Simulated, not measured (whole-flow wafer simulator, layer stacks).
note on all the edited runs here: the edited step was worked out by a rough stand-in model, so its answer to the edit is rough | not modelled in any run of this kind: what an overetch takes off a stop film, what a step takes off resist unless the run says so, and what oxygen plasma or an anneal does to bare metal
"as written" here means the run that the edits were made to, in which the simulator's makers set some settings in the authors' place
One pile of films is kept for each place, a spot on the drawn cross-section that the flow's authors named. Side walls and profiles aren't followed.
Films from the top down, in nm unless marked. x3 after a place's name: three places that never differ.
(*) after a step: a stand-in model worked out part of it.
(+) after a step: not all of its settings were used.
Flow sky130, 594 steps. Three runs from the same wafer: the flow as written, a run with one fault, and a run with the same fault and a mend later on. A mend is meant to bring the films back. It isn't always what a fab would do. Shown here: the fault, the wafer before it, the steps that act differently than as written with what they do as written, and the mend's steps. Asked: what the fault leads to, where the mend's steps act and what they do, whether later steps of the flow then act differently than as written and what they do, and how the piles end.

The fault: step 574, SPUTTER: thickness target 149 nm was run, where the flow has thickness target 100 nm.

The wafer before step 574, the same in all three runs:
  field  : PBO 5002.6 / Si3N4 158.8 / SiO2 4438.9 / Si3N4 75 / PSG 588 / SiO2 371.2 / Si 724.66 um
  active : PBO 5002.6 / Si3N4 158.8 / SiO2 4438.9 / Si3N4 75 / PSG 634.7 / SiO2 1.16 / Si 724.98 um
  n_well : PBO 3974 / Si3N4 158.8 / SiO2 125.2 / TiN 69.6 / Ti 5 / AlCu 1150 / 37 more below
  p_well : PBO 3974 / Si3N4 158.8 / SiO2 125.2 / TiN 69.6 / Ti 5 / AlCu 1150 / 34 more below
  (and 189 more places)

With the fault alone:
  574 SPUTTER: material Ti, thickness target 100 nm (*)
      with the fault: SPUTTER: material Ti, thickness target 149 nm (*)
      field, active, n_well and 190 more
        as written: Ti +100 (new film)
        with the fault: Ti +149 (new film)
  Later steps of the flow that act differently than as written (7 more steps differ only slightly, by at most 2% or 0.5 nm, whichever is larger, and aren't shown):
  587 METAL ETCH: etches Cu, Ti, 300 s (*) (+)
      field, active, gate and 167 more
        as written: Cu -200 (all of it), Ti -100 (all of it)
        with the fault: Cu -200 (all of it), Ti -149 (all of it)
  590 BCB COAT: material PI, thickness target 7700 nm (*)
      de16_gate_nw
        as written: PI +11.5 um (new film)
        with the fault: PI +11.55 um (new film)
  At the end the piles differ from the flow's by more than 2% or 0.5 nm, whichever is larger, at n_well, p_well, sd_n and 20 more.
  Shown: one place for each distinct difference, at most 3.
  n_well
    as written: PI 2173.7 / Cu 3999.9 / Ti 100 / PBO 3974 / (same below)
    with the fault: PI 2141.8 / Cu 3999.9 / Ti 149 / PBO 3974 / (same below)
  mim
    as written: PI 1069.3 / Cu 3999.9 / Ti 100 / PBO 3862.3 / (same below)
    with the fault: PI 1023.5 / Cu 3999.9 / Ti 149 / PBO 3862.3 / (same below)
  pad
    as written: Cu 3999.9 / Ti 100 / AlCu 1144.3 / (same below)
    with the fault: Cu 3999.9 / Ti 149 / AlCu 1144.3 / (same below)

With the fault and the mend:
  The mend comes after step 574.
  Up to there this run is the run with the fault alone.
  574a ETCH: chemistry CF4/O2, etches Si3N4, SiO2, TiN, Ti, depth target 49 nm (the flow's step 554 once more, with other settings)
      field, active, n_well and 190 more
        Ti -49
  No later step of the flow acts differently than as written, at any place that is followed, by more than 2% or 0.5 nm, whichever is larger.
  At the end the piles are the same as the flow's at every place that both follow.
